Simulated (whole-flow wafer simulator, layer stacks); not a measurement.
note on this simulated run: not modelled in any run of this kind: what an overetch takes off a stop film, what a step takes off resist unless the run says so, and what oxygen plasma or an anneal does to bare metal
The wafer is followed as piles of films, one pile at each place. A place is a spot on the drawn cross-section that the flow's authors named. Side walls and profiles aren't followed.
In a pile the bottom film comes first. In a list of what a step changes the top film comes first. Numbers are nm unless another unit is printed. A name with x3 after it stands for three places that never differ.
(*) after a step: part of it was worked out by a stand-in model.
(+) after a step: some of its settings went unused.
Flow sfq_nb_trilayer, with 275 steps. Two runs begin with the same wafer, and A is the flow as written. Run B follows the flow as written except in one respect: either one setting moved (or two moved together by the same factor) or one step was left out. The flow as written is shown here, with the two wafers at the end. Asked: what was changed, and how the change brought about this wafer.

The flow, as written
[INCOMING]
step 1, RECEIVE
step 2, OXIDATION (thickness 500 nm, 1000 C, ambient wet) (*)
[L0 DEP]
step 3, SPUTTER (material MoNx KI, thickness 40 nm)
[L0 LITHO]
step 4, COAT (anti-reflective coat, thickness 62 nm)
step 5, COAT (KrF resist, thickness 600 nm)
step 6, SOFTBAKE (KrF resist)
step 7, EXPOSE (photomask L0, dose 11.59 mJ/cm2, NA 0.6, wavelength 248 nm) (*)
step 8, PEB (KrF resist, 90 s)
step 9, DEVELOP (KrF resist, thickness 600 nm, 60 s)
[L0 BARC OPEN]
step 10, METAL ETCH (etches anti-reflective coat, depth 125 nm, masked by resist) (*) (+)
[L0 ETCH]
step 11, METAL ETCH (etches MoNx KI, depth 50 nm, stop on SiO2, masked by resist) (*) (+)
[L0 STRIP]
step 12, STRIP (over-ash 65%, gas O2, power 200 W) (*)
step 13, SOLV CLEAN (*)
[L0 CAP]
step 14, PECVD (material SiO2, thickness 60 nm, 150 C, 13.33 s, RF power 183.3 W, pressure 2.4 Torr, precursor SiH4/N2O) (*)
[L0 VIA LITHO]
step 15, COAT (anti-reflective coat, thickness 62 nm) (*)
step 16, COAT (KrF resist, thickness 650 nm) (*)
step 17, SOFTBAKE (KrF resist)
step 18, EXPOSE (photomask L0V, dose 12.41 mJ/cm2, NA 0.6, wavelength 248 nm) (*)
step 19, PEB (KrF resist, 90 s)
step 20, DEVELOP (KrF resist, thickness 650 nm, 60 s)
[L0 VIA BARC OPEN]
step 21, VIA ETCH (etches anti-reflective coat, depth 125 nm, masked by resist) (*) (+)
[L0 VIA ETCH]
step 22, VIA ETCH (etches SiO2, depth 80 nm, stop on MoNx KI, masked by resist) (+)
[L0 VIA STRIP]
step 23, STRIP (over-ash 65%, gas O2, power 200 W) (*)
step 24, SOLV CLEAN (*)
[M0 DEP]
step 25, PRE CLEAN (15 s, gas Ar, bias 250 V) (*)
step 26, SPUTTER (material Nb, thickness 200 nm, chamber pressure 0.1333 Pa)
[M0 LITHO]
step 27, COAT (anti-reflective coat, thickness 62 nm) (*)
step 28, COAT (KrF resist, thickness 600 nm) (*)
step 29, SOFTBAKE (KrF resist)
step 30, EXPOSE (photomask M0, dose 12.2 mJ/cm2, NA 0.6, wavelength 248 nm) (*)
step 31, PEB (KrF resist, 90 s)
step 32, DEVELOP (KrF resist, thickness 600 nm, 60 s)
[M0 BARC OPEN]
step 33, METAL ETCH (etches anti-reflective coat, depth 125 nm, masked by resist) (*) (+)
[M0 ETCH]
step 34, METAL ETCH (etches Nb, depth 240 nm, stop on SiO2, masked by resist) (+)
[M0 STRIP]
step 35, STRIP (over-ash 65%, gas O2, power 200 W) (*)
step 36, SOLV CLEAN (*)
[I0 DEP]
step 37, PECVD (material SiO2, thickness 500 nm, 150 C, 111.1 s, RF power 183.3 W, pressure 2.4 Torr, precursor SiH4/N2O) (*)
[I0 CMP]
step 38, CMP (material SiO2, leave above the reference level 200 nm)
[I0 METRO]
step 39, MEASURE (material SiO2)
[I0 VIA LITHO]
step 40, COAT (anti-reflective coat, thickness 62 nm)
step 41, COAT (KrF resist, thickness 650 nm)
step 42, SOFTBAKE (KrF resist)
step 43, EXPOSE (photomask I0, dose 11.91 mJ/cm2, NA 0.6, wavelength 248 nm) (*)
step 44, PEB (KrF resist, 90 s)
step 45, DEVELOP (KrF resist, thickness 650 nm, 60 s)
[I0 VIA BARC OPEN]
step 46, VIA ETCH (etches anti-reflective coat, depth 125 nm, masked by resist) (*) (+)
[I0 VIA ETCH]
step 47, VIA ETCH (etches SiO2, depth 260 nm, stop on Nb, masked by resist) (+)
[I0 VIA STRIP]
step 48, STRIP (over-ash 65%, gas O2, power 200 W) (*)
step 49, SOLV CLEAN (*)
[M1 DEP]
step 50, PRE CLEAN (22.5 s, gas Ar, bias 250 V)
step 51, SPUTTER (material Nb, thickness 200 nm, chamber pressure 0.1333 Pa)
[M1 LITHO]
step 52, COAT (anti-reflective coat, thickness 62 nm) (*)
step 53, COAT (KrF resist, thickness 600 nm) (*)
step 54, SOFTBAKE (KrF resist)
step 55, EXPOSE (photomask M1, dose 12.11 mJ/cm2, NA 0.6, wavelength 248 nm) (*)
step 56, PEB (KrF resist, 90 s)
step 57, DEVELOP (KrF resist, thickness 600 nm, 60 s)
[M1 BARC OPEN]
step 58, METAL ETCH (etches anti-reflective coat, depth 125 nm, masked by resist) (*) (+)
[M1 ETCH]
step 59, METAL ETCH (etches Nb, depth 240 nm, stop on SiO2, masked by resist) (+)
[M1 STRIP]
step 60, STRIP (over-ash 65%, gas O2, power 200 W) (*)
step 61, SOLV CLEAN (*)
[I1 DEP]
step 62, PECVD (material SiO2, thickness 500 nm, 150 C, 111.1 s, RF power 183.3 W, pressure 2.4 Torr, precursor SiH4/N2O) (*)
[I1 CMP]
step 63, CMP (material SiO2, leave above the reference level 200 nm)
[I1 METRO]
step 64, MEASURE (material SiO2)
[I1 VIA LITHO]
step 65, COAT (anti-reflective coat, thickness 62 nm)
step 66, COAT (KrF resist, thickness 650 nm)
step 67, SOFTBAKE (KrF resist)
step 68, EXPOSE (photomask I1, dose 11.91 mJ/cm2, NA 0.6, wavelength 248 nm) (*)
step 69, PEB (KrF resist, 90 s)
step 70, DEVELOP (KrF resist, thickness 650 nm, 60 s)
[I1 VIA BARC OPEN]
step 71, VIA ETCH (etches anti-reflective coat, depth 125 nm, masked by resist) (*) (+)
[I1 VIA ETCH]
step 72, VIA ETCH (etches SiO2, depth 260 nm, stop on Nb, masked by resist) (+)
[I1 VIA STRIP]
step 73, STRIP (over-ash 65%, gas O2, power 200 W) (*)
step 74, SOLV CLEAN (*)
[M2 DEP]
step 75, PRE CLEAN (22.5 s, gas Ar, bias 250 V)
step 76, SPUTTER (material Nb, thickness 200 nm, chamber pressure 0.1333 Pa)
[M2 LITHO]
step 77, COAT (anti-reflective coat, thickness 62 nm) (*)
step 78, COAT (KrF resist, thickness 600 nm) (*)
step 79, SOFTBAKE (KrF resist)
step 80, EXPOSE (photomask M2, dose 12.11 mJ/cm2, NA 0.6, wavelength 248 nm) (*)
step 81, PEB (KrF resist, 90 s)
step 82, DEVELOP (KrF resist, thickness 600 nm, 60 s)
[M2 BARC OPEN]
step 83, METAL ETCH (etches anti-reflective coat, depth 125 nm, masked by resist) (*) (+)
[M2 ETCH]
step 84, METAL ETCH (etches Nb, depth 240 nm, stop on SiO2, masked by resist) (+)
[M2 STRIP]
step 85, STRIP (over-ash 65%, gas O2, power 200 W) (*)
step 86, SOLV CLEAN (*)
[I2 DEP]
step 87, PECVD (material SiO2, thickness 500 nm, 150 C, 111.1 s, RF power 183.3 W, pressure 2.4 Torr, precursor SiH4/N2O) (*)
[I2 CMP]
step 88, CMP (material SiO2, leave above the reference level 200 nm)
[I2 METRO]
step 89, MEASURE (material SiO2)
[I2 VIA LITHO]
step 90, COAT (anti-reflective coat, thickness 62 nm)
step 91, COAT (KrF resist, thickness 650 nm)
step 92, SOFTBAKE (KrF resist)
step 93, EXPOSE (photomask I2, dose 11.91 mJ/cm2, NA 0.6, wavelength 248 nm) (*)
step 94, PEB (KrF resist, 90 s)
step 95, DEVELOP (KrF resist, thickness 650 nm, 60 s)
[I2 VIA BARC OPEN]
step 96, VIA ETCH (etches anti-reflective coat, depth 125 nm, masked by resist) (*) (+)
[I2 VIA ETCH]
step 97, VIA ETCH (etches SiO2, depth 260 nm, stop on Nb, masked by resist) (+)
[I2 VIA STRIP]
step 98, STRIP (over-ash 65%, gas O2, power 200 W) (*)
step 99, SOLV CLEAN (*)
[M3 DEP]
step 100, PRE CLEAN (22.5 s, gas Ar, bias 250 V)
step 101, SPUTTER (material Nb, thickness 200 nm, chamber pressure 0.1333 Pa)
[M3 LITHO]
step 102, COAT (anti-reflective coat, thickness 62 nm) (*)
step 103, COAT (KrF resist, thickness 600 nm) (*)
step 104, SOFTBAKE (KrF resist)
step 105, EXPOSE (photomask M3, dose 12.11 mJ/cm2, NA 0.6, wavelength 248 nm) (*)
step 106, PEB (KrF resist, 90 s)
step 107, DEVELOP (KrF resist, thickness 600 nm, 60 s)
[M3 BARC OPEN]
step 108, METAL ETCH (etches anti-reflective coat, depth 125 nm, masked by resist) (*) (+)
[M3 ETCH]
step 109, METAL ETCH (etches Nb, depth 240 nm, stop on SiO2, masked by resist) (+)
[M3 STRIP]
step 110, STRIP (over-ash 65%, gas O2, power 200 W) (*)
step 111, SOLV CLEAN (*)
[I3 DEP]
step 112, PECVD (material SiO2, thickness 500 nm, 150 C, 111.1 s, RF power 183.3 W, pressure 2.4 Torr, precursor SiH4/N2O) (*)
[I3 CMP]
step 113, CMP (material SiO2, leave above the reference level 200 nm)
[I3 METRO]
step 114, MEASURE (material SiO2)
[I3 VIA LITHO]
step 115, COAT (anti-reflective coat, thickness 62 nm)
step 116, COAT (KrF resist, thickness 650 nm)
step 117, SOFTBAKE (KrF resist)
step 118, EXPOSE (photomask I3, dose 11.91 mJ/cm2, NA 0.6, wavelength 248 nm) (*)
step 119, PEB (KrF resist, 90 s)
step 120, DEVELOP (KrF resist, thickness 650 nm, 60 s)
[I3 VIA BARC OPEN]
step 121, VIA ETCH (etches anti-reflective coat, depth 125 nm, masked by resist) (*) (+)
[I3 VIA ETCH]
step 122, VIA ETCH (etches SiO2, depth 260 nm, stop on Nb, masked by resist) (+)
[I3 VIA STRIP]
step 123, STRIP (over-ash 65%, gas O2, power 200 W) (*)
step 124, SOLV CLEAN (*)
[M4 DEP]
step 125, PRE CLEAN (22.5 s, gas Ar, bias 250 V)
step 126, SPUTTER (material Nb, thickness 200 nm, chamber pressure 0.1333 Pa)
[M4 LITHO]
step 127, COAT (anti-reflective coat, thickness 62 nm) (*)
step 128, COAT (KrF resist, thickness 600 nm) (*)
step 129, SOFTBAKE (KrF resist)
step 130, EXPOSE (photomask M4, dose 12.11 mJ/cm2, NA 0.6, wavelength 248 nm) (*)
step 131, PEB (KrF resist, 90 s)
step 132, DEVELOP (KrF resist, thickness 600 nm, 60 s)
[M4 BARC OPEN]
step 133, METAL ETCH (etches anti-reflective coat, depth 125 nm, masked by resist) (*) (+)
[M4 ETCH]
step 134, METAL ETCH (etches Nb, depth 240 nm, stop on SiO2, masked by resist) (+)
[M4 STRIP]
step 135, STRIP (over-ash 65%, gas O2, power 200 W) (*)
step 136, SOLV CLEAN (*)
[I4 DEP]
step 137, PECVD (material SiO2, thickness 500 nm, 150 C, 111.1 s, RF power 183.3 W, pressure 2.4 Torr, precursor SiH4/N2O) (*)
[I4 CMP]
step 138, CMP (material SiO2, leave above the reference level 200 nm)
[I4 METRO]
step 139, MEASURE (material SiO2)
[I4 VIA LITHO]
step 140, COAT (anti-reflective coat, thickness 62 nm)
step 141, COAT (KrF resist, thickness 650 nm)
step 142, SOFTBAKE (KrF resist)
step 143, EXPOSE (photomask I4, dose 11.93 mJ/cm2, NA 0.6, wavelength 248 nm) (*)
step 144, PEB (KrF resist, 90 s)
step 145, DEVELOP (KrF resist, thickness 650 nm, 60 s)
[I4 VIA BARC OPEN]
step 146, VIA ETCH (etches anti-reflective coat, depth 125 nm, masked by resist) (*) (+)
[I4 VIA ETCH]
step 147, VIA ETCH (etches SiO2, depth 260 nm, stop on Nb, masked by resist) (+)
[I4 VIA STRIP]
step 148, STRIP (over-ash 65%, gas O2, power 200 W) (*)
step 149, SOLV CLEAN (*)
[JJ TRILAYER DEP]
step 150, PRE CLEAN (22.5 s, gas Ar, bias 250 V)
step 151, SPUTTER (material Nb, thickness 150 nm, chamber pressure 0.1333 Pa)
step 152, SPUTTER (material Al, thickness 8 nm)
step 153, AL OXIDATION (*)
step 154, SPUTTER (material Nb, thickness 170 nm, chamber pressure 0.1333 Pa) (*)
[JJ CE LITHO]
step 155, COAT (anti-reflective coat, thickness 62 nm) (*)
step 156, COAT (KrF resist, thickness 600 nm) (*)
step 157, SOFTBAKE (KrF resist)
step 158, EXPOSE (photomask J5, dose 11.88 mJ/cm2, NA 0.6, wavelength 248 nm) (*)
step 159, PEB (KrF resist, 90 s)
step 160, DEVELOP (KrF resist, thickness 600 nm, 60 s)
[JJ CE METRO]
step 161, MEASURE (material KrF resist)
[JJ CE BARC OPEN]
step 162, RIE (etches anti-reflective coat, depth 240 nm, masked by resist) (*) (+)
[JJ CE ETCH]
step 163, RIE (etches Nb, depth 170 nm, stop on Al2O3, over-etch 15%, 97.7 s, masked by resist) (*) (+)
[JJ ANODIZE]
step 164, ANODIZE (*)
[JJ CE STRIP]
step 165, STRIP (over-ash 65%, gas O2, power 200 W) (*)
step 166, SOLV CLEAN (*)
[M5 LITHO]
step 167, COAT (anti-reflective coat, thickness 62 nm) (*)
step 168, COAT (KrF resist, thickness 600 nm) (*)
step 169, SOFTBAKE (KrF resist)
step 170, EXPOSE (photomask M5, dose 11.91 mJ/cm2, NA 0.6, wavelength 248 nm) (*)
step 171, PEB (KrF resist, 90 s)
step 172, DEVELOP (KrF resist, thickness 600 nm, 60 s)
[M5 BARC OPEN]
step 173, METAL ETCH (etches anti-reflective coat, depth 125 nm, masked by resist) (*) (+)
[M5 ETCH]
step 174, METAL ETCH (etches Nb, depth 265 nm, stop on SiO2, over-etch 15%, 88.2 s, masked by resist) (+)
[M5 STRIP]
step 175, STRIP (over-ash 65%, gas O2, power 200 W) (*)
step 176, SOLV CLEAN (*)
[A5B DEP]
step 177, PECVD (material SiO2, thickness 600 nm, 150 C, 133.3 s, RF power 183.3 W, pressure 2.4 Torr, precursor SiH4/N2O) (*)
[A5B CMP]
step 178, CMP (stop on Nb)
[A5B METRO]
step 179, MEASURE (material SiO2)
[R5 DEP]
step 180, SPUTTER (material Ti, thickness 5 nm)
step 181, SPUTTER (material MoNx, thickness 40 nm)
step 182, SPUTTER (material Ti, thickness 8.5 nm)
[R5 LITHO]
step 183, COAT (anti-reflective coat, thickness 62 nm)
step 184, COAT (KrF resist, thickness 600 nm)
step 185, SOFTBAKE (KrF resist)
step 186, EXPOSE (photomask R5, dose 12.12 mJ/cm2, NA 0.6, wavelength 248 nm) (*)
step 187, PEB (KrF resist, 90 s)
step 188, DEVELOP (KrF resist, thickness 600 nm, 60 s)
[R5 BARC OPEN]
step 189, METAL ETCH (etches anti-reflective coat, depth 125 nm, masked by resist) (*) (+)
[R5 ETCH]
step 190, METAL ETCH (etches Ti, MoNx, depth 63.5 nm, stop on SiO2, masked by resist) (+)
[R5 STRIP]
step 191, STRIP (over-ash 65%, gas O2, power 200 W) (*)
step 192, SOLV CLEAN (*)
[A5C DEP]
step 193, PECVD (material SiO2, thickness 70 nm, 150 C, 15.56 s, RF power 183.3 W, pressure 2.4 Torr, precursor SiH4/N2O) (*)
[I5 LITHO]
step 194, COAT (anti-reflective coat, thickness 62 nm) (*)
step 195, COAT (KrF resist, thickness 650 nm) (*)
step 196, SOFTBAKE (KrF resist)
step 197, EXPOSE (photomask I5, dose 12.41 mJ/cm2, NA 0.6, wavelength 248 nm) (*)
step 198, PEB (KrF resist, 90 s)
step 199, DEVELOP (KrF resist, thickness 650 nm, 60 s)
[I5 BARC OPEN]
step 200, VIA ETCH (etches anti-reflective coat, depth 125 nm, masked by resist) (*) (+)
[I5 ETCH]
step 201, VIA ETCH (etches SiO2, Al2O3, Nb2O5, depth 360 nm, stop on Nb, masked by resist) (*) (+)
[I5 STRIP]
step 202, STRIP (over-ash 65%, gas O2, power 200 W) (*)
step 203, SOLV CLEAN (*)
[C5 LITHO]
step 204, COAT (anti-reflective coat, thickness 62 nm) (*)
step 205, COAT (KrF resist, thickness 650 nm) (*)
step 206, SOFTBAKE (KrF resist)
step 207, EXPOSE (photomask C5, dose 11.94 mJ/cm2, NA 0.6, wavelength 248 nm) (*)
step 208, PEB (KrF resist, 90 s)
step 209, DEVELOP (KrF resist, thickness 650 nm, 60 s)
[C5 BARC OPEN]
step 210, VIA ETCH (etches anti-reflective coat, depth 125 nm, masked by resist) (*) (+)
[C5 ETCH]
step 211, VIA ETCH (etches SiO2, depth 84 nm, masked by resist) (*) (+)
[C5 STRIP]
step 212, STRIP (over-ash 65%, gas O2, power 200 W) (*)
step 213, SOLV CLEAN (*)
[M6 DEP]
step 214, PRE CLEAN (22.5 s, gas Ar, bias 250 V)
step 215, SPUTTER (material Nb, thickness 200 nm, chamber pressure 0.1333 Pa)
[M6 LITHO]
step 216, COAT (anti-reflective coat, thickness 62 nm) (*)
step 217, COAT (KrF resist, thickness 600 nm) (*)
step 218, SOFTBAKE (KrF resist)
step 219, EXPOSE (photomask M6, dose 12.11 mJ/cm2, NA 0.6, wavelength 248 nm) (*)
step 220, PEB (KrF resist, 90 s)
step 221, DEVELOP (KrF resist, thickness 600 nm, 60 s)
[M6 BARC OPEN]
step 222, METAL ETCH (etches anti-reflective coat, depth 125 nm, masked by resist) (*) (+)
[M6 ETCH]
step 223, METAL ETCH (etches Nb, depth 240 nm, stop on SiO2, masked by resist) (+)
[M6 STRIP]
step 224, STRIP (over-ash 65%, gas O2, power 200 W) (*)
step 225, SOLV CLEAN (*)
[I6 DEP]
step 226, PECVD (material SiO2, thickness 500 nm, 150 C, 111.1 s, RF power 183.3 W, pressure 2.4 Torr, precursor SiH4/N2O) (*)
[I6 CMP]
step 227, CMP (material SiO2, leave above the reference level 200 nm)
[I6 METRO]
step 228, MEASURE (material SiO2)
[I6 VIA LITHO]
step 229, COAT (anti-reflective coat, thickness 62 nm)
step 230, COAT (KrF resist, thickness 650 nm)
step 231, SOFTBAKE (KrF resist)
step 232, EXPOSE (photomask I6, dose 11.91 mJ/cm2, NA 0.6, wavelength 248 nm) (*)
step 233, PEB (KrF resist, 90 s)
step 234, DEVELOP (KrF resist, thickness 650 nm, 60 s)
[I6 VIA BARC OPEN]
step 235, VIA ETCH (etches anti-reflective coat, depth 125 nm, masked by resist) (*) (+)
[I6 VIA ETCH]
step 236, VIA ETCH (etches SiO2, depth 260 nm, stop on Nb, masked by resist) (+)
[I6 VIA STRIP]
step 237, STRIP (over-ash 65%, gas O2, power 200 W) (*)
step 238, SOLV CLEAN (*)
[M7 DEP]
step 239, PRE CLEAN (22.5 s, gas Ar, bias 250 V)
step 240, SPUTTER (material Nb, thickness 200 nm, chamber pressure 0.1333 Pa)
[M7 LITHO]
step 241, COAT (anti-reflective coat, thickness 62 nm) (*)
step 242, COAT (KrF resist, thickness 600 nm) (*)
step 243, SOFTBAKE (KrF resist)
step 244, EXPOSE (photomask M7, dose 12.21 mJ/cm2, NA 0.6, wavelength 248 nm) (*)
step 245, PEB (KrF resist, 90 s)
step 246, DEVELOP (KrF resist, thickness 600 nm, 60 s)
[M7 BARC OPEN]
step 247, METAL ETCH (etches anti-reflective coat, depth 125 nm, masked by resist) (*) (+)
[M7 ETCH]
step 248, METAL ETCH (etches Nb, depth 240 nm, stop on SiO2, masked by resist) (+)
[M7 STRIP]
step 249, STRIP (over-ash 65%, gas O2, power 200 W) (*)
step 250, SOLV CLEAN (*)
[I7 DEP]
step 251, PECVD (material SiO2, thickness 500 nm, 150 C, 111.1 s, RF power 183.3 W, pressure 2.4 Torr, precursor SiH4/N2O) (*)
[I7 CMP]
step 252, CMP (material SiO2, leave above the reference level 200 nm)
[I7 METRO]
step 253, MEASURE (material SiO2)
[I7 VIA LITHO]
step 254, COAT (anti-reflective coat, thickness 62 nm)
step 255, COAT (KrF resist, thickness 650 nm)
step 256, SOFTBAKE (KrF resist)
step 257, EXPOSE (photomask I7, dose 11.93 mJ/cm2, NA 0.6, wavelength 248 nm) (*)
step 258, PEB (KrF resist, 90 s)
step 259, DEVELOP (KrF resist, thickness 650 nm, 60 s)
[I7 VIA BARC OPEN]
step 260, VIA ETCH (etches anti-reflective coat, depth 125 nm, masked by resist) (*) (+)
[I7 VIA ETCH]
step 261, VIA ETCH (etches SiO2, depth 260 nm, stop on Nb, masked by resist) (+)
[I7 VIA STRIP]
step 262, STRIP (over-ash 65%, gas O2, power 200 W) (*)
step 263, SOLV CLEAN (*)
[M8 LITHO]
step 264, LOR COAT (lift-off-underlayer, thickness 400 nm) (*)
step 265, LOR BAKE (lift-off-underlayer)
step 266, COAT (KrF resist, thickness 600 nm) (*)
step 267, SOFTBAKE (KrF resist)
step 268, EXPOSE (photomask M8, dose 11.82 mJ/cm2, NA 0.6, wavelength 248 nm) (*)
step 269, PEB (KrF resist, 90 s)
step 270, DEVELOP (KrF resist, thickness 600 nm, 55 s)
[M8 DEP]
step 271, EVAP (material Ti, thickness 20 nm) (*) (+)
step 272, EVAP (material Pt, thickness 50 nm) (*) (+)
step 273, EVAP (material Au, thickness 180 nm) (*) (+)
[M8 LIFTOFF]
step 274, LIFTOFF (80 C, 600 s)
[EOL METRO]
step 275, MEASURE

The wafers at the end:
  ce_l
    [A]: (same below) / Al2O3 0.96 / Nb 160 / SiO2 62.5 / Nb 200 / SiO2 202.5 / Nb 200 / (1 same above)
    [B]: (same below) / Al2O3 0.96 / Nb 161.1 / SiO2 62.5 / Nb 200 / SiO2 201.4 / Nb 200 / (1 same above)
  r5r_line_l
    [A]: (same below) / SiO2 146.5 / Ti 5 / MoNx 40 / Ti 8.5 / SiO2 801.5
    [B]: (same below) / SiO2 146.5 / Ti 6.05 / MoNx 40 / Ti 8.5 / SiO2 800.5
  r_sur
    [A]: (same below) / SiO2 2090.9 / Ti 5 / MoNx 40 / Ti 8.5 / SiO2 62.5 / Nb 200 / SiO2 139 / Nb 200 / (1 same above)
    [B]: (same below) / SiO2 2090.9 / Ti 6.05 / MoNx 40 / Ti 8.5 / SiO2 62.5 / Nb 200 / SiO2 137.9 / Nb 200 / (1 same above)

The reason: step 180, SPUTTER: thickness 6.05 nm was run, whereas the flow has thickness 5 nm.
The wafer lets one read it off: r5r_line_l has Ti 6.05, and step 180 as written asks for 5 nm.

Step by step, how the change led to this:
  step 180, SPUTTER (material Ti, thickness 5 nm)
      field_l, v_sur, via_wl and 103 more: A Ti gains 5 (new film) | B Ti gains 6.05 (new film)
  step 190, METAL ETCH (etches Ti, MoNx, depth 63.5 nm, stop on SiO2, masked by resist) (+)
      field_l, v_sur, via_wl and 92 more: A Ti loses 8.5 (all of it), MoNx loses 40 (all of it), Ti loses 5 (all of it) | B Ti loses 8.5 (all of it), MoNx loses 40 (all of it), Ti loses 6.05 (all of it)
      ce_l, c5j, ce_r, wl_jj: A Ti loses 8.5 (all of it), MoNx loses 40 (all of it), Ti loses 5 (all of it), Nb loses 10 | B Ti loses 8.5 (all of it), MoNx loses 40 (all of it), Ti loses 6.05 (all of it), Nb loses 8.95
